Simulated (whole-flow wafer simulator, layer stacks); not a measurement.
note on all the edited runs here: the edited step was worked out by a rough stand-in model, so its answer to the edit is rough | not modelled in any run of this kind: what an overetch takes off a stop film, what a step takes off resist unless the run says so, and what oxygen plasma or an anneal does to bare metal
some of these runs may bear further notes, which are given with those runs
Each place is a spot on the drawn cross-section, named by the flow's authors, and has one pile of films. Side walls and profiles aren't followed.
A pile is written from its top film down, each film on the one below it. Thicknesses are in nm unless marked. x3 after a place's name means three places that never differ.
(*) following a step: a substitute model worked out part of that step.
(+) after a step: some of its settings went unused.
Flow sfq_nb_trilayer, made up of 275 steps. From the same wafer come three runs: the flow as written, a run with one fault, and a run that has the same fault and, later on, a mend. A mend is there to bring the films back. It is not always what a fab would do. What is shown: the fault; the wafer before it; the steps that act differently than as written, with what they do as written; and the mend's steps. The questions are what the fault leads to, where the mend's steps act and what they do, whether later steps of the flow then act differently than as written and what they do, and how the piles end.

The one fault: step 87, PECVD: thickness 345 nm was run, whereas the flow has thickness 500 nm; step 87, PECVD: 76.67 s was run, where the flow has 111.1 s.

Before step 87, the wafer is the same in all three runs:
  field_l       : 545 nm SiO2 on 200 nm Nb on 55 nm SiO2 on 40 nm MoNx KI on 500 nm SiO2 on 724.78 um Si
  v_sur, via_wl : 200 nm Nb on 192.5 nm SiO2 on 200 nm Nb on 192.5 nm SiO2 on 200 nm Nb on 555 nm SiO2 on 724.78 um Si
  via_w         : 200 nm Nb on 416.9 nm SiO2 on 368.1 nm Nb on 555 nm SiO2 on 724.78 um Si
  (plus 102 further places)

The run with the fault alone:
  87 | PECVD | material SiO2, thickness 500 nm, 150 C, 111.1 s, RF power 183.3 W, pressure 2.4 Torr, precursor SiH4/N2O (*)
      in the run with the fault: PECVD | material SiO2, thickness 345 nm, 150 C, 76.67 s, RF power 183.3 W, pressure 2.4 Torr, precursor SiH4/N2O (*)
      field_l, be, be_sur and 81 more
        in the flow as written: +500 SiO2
        in the run with the fault: +345 SiO2
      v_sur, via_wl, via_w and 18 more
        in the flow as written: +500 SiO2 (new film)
        in the run with the fault: +345 SiO2 (new film)
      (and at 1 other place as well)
  Steps further on in the flow that do not act as written (not shown: 8 more steps that differ only slightly, by at most 2% or 0.5 nm, whichever is larger):
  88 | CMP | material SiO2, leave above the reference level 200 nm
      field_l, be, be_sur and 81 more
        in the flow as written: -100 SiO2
        in the run with the fault: nothing
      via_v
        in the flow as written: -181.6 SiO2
        in the run with the fault: nothing
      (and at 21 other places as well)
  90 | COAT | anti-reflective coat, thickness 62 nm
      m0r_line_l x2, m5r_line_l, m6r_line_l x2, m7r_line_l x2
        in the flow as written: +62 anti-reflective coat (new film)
        in the run with the fault: +63.5 anti-reflective coat (new film)
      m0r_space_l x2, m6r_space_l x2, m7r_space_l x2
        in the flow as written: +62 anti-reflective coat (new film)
        in the run with the fault: +69.9 anti-reflective coat (new film)
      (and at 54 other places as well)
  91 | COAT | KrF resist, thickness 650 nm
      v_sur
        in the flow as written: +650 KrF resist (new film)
        in the run with the fault: +630 KrF resist (new film)
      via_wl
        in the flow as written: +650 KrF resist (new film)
        in the run with the fault: +627.6 KrF resist (new film)
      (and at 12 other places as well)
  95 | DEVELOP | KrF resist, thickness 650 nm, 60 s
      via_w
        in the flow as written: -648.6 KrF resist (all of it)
        in the run with the fault: -629.3 KrF resist (all of it)
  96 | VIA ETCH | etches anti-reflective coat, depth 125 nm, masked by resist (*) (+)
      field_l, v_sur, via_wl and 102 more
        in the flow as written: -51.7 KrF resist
        in the run with the fault: -48 KrF resist
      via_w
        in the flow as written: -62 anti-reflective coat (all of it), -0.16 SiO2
        in the run with the fault: -57.6 anti-reflective coat (all of it), -0.14 SiO2
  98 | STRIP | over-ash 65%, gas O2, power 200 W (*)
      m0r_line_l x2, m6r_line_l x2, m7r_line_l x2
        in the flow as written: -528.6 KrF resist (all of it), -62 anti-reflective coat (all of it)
        in the run with the fault: -542.6 KrF resist (all of it), -63.5 anti-reflective coat (all of it)
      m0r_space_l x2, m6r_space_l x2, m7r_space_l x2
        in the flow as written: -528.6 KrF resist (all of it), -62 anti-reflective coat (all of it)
        in the run with the fault: -538.3 KrF resist (all of it), -69.9 anti-reflective coat (all of it)
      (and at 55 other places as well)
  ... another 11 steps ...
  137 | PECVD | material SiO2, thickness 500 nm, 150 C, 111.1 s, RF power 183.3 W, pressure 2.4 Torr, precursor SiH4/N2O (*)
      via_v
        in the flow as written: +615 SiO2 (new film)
        in the run with the fault: +665.4 SiO2 (new film)
  The piles end different from the flow's at via_v, p4_w1, p4_w2 and 7 more by more than 2% or 0.5 nm, whichever is larger.
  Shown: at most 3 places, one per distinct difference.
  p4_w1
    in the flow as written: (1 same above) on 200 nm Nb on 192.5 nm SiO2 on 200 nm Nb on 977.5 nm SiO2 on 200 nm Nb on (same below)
    in the run with the fault: (1 same above) on 200 nm Nb on 247.5 nm SiO2 on 200 nm Nb on 922.5 nm SiO2 on 200 nm Nb on (same below)
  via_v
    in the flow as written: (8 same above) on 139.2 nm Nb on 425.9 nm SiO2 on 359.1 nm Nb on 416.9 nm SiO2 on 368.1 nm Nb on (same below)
    in the run with the fault: (8 same above) on 139.2 nm Nb on 476.3 nm SiO2 on 350.3 nm Nb on 375.4 nm SiO2 on 368.1 nm Nb on (same below)

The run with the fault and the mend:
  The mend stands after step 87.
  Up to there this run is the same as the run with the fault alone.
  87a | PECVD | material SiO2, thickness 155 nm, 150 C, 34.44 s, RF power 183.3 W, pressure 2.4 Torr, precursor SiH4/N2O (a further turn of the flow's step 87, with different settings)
      field_l, v_sur, via_wl and 102 more
        +155 SiO2
      via_v
        +146.3 SiO2
  Steps further on in the flow that do not act as written:
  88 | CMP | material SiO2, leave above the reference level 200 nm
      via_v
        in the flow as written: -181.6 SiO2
        in the run with the mend: -104.8 SiO2
  The piles end the same as the flow's at every place that both follow.
